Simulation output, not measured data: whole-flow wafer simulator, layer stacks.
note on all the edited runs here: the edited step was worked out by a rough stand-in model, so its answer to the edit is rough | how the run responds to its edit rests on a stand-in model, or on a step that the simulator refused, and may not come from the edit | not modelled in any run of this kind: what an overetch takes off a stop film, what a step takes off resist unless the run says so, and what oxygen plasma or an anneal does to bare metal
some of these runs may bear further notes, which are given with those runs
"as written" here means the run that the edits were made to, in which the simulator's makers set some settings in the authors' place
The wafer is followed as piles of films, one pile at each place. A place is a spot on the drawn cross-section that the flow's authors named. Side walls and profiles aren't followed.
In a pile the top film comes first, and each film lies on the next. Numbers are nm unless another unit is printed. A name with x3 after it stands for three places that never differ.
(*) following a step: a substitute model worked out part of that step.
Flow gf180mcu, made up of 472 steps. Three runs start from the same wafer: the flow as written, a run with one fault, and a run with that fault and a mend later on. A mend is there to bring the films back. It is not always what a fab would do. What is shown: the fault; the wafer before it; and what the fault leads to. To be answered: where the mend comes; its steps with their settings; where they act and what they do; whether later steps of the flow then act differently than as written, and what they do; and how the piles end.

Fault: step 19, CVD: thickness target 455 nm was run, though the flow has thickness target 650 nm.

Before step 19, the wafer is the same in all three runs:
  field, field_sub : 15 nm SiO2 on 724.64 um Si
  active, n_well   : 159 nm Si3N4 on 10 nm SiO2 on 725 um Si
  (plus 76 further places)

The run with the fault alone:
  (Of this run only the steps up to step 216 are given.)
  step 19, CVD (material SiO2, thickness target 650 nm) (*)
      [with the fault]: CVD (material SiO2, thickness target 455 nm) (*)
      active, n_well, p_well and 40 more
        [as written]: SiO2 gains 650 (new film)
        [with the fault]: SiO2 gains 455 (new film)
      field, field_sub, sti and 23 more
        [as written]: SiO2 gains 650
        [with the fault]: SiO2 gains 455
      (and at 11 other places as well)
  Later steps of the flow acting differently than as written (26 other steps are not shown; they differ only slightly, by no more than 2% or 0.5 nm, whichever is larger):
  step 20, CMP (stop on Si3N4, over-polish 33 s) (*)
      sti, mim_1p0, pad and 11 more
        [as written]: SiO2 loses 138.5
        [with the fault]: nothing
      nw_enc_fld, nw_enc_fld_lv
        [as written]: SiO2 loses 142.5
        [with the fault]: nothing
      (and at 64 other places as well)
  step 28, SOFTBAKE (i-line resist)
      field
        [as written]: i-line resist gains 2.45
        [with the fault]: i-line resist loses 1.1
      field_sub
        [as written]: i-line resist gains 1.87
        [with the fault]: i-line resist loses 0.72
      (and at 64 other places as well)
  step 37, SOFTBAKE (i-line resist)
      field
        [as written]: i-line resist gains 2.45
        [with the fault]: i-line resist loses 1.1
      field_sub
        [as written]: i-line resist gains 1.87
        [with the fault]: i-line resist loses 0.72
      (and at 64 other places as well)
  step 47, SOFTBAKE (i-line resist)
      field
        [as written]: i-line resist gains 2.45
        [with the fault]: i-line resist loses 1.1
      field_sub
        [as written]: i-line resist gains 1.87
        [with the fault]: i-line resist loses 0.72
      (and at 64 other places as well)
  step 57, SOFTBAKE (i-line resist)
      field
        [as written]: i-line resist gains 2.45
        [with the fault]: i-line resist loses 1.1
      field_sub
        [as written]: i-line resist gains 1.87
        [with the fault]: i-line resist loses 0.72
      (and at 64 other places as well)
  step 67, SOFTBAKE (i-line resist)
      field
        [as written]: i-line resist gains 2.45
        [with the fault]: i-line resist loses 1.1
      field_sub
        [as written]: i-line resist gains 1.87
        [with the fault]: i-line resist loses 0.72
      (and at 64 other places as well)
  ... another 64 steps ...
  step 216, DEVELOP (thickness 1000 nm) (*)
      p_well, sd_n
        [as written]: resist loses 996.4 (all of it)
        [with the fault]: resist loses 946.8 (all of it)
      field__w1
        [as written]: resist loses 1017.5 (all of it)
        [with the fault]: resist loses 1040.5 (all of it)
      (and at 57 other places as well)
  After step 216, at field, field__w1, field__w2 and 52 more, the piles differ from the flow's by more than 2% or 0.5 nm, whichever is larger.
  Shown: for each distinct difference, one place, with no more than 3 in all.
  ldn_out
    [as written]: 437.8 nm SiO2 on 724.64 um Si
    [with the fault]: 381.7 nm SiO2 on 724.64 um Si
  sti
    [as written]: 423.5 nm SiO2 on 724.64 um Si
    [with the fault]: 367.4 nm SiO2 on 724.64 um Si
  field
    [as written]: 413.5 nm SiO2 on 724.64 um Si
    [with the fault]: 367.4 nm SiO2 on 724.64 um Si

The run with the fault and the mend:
  The mend stands after step 19.
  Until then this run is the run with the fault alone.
  step 19a, CVD (material SiO2, thickness target 195 nm) (*) (a further turn of the flow's step 19, with different settings)
      field, field_sub, active and 77 more
        SiO2 gains 195
  None of the later steps of the flow acts differently than as written at any place that is followed.
  At every place that both follow, the piles at the end match the flow's.
